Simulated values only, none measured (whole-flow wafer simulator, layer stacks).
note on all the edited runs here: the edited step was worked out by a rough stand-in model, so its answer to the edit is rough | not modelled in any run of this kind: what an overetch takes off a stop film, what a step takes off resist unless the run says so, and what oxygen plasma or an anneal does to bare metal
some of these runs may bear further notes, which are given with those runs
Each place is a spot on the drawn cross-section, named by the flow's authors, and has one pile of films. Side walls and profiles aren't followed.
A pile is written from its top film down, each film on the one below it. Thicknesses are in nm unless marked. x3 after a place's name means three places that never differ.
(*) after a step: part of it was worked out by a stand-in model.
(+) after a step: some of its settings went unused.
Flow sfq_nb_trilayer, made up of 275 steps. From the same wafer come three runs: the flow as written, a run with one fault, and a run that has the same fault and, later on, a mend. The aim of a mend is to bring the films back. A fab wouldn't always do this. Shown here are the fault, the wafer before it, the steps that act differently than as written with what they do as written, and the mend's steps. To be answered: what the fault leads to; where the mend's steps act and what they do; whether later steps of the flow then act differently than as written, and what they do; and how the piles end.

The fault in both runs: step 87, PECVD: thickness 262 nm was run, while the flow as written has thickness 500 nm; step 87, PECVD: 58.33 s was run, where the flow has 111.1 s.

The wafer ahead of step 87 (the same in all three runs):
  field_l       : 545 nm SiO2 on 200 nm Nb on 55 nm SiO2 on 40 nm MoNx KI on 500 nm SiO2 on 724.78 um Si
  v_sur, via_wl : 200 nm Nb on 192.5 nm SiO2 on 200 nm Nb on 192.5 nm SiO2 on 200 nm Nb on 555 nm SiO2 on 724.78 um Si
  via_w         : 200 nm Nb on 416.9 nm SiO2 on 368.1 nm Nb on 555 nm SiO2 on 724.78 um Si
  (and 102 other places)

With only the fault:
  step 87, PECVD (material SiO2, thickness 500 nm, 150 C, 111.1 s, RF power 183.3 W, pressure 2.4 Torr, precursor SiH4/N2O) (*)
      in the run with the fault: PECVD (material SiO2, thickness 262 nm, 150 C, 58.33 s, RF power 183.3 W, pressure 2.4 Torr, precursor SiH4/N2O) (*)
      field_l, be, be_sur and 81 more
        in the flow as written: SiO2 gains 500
        in the run with the fault: SiO2 gains 262
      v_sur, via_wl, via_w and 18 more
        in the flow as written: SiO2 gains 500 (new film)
        in the run with the fault: SiO2 gains 262 (new film)
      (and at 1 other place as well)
  Steps further on in the flow that do not act as written (13 more steps, not shown, differ only slightly: by at most 2% or 0.5 nm, whichever is larger):
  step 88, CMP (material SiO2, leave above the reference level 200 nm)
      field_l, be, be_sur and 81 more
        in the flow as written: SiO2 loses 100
        in the run with the fault: nothing
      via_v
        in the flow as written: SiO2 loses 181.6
        in the run with the fault: nothing
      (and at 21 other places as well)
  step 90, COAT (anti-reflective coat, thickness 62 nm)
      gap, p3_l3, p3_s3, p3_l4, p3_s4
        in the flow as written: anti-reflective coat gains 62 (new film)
        in the run with the fault: anti-reflective coat gains 63.6 (new film)
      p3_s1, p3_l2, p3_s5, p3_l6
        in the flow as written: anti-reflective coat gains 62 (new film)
        in the run with the fault: anti-reflective coat gains 63.8 (new film)
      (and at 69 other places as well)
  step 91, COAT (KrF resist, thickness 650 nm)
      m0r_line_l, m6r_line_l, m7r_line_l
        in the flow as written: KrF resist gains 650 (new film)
        in the run with the fault: KrF resist gains 677.6 (new film)
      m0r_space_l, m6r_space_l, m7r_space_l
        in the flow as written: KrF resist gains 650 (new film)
        in the run with the fault: KrF resist gains 667 (new film)
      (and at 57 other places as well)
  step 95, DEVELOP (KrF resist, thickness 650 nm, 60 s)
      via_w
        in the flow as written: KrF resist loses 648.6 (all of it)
        in the run with the fault: KrF resist loses 599.8 (all of it)
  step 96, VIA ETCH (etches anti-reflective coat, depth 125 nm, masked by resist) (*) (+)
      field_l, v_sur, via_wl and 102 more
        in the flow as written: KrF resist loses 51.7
        in the run with the fault: KrF resist loses 42.5
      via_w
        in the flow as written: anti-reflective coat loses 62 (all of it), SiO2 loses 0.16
        in the run with the fault: anti-reflective coat loses 51 (all of it), SiO2 loses 0.13
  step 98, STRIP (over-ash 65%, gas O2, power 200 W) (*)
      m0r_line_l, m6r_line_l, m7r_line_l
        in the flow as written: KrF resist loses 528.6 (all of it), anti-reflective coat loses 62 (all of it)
        in the run with the fault: KrF resist loses 565.3 (all of it), anti-reflective coat loses 62.5 (all of it)
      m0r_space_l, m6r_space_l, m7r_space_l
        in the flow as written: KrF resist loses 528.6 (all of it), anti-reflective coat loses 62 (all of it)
        in the run with the fault: KrF resist loses 554.7 (all of it), anti-reflective coat loses 79.6 (all of it)
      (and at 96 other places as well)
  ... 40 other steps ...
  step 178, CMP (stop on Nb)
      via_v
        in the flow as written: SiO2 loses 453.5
        in the run with the fault: SiO2 loses 340.8
  At via_v, ln_m5, lsp_m and 13 more, the piles at the end differ from the flow's by more than 2% or 0.5 nm, whichever is larger.
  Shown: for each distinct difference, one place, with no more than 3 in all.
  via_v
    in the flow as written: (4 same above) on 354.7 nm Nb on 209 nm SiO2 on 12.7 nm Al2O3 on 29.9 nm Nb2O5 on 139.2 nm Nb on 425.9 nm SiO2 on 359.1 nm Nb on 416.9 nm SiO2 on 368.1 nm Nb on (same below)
    in the run with the fault: (4 same above) on 354.7 nm Nb on 459.7 nm SiO2 on 9.16 nm Al2O3 on 36.3 nm Nb2O5 on 104.3 nm Nb on 344 nm SiO2 on 90.1 nm Nb on 164.7 nm SiO2 on 165.7 nm Nb on 218.8 nm SiO2 on 368.1 nm Nb on (same below)
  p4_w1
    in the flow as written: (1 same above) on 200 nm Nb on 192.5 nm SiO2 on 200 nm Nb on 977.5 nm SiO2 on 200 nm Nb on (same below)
    in the run with the fault: (1 same above) on 200 nm Nb on 330.5 nm SiO2 on 200 nm Nb on 839.5 nm SiO2 on 200 nm Nb on (same below)
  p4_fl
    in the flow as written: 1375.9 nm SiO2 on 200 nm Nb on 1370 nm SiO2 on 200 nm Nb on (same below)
    in the run with the fault: 1413.9 nm SiO2 on 200 nm Nb on 1332 nm SiO2 on 200 nm Nb on (same below)

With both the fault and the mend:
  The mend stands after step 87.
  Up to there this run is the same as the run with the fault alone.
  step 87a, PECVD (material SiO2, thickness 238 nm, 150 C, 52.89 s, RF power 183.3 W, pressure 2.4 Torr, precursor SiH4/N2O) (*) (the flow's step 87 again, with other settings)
      field_l, v_sur, via_wl and 102 more
        SiO2 gains 238
      via_v
        SiO2 gains 212
  Steps further on in the flow that do not act as written:
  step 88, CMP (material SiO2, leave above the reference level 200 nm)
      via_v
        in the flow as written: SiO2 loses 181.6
        in the run with the mend: SiO2 loses 13.9
  By the end, the piles equal the flow's at every place that both follow.
